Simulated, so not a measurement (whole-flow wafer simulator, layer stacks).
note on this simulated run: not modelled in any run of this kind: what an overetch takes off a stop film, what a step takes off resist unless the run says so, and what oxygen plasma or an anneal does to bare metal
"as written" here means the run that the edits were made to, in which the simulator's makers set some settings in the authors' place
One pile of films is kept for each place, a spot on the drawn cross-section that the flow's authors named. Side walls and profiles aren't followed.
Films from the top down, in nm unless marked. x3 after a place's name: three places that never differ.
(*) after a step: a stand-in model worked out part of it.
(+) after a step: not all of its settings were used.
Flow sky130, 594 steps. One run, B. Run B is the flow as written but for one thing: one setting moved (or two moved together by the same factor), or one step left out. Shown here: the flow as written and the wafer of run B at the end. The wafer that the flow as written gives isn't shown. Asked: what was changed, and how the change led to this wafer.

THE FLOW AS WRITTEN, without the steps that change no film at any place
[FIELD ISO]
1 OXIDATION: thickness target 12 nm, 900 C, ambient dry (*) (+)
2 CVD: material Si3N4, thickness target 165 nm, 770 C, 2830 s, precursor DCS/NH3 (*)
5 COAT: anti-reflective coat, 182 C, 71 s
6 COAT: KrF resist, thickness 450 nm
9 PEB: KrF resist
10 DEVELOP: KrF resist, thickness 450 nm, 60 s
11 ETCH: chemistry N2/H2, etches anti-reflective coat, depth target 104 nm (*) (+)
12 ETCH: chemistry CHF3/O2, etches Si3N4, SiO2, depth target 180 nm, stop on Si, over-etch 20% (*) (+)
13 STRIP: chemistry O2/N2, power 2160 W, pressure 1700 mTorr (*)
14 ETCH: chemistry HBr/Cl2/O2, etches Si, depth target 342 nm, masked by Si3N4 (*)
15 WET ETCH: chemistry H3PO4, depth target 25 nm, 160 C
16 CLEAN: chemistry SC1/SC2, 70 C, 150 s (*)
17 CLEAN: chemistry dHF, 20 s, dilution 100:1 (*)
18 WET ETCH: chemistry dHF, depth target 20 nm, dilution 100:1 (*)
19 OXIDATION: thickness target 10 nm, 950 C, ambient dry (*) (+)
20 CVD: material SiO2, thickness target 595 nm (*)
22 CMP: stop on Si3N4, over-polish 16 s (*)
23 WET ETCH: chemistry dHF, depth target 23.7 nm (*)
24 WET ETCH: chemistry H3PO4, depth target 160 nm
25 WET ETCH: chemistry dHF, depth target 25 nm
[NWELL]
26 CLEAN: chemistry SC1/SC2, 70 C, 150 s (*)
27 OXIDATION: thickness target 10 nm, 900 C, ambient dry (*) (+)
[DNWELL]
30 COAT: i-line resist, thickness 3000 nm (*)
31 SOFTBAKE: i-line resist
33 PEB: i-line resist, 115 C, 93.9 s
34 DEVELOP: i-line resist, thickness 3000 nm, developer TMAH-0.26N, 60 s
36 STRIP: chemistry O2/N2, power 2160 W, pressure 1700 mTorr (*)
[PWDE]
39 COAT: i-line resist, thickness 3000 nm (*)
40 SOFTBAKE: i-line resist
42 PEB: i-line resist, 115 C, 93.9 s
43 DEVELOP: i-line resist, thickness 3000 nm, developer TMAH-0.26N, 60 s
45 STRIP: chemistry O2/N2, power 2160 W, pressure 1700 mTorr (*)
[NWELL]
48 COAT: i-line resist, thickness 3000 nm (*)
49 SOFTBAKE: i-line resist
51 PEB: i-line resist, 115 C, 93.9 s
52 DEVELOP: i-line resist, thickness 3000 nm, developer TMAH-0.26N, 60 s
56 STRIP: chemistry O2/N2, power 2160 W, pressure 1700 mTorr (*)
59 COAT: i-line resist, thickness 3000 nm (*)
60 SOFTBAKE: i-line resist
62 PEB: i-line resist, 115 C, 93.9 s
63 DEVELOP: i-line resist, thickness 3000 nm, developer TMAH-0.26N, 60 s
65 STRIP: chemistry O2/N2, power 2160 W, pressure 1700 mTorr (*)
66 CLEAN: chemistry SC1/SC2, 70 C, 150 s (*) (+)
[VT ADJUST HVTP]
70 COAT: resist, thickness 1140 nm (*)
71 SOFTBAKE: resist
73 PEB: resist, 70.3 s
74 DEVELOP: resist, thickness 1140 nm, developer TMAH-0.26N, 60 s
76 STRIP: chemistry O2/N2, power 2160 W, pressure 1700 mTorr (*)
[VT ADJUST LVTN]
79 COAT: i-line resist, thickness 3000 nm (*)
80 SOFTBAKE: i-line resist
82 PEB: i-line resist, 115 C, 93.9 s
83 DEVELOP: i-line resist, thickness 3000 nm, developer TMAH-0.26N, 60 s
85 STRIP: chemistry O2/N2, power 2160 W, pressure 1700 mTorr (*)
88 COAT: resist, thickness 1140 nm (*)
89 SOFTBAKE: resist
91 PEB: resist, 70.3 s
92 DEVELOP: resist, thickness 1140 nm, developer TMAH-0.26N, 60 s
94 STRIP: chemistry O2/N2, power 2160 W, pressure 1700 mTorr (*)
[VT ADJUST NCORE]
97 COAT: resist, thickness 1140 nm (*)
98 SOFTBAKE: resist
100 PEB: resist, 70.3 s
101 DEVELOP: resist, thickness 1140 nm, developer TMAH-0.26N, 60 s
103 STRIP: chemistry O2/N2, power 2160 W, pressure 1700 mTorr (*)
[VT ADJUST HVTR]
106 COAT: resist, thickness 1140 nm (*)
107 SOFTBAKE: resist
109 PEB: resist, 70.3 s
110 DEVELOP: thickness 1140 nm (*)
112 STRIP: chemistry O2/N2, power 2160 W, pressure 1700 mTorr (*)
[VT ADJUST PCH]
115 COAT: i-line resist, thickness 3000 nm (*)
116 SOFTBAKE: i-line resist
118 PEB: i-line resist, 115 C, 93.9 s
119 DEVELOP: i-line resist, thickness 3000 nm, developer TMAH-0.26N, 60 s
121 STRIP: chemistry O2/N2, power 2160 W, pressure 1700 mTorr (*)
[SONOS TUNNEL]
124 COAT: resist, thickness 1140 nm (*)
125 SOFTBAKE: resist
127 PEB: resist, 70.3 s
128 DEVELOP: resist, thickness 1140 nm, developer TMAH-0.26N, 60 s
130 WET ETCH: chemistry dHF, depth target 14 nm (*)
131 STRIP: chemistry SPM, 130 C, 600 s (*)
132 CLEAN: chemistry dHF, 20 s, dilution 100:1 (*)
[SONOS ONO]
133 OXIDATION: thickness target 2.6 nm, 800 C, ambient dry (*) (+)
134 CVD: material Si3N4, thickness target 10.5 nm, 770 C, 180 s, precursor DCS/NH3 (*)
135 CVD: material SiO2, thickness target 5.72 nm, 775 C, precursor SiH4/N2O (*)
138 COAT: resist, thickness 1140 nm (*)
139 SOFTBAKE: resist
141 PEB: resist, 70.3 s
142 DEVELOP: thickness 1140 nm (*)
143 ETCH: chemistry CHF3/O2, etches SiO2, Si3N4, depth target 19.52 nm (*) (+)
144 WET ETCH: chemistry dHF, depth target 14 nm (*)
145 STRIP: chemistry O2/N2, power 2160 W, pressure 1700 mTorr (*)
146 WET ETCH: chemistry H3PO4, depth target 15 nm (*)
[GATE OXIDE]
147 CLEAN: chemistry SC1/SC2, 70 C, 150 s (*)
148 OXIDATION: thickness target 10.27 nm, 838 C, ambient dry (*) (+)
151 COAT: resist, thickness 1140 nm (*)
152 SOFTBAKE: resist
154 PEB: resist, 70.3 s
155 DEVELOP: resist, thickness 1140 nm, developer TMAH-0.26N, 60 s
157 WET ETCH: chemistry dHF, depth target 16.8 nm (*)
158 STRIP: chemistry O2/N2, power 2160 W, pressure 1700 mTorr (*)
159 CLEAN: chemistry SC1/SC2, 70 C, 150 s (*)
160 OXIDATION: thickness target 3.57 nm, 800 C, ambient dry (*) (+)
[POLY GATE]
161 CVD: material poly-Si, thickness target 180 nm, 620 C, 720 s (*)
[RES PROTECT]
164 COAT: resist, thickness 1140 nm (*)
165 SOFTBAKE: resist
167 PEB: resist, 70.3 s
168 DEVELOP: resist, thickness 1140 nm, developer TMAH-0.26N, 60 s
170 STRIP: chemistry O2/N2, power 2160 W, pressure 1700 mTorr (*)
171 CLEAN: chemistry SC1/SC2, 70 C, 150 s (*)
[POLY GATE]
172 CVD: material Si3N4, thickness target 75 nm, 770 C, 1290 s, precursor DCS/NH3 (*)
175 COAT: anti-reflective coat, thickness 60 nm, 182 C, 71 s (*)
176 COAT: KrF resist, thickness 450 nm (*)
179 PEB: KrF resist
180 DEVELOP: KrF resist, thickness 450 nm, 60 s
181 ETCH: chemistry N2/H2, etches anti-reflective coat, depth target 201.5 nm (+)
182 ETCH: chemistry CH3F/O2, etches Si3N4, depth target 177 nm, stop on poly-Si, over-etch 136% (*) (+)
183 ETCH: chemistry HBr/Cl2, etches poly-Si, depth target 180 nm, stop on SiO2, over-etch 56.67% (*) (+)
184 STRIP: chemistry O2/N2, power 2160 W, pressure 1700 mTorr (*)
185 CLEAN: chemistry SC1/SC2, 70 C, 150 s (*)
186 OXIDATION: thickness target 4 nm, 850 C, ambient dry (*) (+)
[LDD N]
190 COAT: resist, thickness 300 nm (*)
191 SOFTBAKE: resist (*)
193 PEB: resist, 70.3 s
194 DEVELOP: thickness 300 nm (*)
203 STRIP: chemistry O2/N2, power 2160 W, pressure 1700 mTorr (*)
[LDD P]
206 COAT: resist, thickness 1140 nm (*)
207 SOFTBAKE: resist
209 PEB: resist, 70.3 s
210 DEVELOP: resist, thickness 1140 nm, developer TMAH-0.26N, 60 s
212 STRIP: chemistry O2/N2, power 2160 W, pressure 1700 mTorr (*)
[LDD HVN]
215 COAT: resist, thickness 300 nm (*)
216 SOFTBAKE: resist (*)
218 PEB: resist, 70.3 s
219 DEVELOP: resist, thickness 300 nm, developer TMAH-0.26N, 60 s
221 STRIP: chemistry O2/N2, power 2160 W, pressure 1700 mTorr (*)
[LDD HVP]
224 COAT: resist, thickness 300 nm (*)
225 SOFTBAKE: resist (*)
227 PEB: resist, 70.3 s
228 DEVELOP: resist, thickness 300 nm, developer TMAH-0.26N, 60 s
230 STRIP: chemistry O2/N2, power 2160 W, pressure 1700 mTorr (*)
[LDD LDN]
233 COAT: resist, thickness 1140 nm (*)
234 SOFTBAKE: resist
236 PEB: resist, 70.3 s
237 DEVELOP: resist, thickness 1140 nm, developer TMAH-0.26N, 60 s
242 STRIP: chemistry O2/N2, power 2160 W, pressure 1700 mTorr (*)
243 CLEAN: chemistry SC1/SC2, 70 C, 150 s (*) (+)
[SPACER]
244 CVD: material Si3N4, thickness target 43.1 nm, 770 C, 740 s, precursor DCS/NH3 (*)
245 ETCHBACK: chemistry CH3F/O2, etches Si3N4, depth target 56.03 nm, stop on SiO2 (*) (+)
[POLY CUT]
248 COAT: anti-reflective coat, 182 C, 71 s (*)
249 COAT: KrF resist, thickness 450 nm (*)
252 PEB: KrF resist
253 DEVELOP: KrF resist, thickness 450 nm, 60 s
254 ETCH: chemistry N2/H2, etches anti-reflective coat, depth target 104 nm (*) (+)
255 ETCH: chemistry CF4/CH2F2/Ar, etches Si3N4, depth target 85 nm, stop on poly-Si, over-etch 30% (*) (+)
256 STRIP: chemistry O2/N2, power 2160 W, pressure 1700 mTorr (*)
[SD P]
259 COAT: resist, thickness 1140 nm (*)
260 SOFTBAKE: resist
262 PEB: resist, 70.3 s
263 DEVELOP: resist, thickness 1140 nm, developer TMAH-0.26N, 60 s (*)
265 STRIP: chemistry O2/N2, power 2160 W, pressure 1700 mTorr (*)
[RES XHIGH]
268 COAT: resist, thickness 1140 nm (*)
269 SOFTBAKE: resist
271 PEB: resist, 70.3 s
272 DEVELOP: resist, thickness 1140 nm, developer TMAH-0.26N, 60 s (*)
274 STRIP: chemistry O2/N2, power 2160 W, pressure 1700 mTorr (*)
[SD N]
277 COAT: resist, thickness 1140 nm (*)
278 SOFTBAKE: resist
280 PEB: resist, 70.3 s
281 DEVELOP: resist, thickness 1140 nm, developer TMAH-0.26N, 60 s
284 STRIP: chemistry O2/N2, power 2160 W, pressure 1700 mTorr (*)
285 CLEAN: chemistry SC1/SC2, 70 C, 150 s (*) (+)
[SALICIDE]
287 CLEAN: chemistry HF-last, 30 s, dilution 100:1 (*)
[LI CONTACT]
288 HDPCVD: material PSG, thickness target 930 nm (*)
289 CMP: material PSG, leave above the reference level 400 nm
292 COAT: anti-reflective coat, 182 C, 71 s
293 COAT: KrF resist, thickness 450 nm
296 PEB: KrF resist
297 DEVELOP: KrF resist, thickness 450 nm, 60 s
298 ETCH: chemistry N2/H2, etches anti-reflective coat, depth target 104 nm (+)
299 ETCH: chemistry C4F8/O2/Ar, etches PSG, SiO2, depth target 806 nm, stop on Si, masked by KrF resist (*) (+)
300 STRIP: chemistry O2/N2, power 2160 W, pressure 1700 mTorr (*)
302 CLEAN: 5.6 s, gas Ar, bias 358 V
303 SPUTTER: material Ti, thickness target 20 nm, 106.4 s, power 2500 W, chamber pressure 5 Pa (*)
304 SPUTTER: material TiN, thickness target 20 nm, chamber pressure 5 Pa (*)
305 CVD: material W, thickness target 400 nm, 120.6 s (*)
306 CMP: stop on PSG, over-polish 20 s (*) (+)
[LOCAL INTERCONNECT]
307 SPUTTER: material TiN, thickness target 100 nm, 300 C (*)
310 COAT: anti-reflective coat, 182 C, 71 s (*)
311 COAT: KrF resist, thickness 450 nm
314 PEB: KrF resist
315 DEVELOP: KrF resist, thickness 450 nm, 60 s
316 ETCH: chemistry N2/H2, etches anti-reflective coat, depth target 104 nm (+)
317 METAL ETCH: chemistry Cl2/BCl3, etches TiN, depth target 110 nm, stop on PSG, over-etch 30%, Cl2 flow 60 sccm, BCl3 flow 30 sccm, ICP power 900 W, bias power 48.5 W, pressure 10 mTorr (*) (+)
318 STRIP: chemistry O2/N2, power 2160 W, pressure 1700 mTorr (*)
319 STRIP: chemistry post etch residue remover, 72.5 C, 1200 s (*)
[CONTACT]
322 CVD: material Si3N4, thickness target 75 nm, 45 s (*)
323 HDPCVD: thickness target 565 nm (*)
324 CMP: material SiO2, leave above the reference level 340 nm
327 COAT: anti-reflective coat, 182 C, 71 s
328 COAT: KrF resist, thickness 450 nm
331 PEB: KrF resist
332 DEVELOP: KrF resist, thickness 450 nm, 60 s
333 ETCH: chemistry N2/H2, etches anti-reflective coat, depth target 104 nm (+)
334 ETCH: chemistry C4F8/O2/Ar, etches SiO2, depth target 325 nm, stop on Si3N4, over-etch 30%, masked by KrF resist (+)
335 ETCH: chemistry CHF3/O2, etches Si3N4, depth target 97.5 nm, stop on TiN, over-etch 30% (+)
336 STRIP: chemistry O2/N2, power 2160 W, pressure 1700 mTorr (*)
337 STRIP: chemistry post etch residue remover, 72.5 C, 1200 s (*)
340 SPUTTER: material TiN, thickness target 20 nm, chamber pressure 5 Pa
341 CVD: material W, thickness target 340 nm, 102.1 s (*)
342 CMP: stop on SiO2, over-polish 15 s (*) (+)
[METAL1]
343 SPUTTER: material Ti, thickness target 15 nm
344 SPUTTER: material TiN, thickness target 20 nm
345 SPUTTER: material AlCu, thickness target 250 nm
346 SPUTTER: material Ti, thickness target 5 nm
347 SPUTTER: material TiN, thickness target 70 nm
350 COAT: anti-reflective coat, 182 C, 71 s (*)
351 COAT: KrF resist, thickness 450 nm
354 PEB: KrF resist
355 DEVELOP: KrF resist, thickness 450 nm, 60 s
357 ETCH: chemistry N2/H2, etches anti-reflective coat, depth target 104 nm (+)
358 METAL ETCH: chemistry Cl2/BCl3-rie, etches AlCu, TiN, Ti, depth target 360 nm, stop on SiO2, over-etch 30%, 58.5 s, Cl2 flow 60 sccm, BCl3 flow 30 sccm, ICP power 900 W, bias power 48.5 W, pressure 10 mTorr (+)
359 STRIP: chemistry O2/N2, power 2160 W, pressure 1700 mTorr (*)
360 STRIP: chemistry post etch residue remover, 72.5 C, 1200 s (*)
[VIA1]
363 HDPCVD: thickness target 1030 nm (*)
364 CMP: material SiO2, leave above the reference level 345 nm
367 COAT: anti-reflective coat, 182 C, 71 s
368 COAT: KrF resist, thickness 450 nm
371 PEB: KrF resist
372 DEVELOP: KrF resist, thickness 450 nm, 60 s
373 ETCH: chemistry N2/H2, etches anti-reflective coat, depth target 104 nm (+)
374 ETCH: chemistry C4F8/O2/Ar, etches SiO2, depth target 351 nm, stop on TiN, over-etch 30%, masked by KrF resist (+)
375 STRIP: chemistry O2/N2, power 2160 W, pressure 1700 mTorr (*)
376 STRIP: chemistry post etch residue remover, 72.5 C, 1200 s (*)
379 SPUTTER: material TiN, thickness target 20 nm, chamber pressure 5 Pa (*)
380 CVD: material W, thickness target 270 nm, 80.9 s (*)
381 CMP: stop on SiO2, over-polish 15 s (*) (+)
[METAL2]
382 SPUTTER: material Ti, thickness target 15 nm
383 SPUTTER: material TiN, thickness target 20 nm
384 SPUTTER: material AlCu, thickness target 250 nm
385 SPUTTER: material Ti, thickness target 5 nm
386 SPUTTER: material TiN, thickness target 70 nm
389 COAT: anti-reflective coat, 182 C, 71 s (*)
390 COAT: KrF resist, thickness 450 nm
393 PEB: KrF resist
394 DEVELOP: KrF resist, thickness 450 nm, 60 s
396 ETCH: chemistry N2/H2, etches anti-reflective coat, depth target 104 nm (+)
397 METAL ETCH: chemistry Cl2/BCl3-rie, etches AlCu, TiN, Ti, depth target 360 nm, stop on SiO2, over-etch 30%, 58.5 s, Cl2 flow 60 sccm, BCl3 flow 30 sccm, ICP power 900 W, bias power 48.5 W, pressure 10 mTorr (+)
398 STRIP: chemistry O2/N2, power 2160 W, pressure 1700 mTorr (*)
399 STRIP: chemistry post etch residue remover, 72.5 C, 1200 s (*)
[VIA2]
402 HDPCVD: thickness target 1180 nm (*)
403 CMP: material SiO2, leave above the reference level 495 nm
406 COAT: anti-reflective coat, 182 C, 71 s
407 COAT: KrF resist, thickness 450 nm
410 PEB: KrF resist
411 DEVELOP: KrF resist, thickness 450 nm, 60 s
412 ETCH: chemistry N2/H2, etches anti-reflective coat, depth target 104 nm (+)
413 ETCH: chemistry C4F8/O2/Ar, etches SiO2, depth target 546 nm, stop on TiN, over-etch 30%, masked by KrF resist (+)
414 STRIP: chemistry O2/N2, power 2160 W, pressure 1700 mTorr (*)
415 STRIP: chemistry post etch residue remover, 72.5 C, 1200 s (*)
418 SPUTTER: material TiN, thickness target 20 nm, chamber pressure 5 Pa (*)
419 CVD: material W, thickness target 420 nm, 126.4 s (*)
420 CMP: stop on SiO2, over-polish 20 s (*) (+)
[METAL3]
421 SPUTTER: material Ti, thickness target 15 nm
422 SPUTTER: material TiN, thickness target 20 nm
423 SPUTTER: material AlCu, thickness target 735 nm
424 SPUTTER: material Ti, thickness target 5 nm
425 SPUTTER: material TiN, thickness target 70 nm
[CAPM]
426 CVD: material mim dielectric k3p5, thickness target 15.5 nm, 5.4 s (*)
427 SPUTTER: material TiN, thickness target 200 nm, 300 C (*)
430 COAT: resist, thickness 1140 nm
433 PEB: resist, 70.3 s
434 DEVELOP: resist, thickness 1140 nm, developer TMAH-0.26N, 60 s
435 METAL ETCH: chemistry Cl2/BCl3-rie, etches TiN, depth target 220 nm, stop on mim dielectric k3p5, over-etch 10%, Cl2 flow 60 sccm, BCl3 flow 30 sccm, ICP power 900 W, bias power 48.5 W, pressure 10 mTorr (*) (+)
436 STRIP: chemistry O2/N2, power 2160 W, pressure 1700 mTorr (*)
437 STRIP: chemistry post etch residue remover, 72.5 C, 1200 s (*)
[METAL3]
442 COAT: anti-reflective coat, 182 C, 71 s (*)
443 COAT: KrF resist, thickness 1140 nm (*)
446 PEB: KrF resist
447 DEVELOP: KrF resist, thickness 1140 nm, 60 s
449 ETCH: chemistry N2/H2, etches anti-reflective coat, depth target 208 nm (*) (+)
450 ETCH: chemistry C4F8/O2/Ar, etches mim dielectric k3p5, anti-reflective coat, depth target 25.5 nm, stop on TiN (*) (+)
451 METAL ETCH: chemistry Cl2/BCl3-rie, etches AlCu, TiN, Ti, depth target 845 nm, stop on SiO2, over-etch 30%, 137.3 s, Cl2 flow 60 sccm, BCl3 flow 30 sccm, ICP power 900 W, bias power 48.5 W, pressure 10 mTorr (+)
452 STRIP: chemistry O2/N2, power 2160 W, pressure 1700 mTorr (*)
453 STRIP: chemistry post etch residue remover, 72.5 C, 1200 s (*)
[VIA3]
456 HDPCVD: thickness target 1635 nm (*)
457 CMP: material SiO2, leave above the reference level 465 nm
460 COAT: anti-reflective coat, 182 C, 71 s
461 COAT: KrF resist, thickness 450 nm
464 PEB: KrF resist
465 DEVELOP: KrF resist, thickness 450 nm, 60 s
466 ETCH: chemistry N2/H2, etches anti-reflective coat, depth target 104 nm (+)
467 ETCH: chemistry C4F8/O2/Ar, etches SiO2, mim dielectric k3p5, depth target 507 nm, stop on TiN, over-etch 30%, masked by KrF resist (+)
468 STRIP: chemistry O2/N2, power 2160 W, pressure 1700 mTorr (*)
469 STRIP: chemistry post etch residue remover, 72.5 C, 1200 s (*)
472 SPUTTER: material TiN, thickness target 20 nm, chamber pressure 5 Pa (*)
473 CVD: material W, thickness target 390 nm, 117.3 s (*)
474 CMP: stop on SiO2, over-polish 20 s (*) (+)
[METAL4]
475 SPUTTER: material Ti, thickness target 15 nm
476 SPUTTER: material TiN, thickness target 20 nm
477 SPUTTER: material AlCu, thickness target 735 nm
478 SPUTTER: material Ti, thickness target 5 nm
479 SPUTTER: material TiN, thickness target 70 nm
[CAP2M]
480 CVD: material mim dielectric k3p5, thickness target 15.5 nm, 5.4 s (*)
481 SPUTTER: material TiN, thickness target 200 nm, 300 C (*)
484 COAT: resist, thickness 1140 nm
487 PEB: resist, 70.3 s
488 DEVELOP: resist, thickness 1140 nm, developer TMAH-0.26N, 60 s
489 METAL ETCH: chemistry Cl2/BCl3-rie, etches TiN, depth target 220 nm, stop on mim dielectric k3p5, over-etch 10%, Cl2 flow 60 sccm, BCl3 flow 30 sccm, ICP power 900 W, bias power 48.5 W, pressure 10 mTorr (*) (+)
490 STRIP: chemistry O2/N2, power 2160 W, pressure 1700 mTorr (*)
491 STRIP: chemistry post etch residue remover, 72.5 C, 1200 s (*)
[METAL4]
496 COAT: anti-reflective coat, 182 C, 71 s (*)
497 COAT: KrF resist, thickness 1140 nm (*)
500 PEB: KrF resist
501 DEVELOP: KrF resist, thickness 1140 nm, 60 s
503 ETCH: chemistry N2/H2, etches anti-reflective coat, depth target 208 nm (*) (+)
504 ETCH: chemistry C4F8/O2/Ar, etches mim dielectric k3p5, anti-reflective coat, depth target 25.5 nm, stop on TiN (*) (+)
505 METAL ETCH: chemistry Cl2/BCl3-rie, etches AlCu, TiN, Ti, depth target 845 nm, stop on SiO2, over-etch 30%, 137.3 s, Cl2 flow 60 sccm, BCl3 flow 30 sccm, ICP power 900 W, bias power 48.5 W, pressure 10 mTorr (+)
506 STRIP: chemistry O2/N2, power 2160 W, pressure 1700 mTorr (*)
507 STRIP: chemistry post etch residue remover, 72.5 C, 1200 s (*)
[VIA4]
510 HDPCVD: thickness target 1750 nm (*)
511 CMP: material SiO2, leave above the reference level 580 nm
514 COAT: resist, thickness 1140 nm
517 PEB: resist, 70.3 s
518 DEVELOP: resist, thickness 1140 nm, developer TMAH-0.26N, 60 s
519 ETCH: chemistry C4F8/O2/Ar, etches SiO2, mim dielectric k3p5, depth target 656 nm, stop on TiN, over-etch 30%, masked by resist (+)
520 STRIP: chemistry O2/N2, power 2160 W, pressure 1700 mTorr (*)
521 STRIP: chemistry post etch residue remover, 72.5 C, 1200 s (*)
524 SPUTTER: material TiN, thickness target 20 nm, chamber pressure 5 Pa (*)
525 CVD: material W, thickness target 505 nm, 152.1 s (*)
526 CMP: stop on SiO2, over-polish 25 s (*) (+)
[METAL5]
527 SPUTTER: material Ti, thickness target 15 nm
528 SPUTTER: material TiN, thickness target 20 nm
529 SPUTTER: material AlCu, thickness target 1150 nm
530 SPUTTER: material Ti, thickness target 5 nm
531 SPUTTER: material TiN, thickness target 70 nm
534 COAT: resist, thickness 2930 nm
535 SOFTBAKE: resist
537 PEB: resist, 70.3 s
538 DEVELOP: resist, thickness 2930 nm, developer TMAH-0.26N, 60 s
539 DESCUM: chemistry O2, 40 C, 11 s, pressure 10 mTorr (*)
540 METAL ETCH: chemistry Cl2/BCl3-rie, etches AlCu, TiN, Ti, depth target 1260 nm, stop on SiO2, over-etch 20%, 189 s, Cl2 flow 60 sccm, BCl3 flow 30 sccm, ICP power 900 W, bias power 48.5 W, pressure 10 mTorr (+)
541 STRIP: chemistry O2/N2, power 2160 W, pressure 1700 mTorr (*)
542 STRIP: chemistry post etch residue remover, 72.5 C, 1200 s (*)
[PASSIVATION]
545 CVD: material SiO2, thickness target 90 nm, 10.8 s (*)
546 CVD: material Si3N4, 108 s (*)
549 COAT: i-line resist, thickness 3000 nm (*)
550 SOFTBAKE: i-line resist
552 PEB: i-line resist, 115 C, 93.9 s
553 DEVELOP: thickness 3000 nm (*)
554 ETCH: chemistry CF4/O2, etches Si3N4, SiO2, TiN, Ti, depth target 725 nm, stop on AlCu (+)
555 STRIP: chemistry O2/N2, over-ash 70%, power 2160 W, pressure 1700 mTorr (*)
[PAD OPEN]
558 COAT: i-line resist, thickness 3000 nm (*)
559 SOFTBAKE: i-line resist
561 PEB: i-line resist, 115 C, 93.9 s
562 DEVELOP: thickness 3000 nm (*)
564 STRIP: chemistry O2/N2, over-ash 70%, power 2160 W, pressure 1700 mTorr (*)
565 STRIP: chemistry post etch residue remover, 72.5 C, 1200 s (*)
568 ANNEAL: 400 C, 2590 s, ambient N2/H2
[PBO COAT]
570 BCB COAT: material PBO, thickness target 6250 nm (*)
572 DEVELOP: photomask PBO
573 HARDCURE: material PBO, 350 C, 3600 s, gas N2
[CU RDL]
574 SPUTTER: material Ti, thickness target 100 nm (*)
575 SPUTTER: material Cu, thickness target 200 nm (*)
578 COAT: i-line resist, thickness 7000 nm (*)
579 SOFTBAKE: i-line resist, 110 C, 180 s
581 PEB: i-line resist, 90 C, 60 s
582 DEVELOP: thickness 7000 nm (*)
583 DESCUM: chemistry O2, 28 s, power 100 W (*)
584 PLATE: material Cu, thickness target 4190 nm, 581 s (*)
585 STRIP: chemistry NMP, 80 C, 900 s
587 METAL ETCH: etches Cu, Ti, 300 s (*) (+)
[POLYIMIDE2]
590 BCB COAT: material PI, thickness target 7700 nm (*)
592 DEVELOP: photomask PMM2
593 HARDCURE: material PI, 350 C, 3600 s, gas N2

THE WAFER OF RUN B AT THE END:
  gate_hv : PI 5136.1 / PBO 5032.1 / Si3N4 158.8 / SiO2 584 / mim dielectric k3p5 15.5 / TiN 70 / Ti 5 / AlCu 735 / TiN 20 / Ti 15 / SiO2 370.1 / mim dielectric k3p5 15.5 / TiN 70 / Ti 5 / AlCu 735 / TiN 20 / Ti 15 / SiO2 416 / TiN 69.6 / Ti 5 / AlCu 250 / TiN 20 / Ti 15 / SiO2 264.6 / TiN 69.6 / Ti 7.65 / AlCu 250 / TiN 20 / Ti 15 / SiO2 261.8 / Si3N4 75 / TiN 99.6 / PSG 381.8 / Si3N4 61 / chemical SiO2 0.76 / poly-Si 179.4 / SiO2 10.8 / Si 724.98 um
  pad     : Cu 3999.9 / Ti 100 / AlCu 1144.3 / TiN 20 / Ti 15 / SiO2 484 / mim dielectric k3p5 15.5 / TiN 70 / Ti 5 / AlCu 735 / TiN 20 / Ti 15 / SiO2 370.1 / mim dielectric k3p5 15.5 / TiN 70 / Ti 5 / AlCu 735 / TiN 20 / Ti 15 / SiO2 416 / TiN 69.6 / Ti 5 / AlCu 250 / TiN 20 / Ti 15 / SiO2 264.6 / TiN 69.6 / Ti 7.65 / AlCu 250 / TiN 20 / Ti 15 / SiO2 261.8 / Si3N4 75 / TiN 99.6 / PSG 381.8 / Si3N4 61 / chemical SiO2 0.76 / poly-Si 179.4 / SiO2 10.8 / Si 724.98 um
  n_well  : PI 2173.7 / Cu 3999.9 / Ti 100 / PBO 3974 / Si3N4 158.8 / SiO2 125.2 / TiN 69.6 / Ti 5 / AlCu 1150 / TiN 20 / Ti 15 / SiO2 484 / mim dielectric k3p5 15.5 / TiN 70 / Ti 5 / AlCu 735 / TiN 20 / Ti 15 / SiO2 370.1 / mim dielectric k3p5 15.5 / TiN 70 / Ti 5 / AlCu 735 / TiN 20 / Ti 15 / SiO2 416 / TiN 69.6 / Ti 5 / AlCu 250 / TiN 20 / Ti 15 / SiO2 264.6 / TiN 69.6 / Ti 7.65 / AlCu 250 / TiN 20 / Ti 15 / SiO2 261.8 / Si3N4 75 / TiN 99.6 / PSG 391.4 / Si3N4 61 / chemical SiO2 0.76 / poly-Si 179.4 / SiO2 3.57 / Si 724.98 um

The cause: step 346, SPUTTER: thickness target 7.65 nm was run, where the flow has thickness target 5 nm.
It can be read off the wafer: gate_hv has Ti 7.65, and step 346 as written asks for 5 nm.

How the change led to this, step by step:
  346 SPUTTER: material Ti, thickness target 5 nm
      field, active, n_well and 188 more: Ti +7.65 (new film) (as written it would be: Ti +5 (new film))
  358 METAL ETCH: chemistry Cl2/BCl3-rie, etches AlCu, TiN, Ti, depth target 360 nm, stop on SiO2, over-etch 30%, 58.5 s, Cl2 flow 60 sccm, BCl3 flow 30 sccm, ICP power 900 W, bias power 48.5 W, pressure 10 mTorr (+)
      field, active, gate and 81 more: TiN -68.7 (all of it), Ti -7.65 (all of it), AlCu -250 (all of it), TiN -20 (all of it), Ti -15 (all of it), SiO2 -10.7 (as written it would be: TiN -68.7 (all of it), Ti -5 (all of it), AlCu -250 (all of it), TiN -20 (all of it), Ti -15 (all of it), SiO2 -10.9)
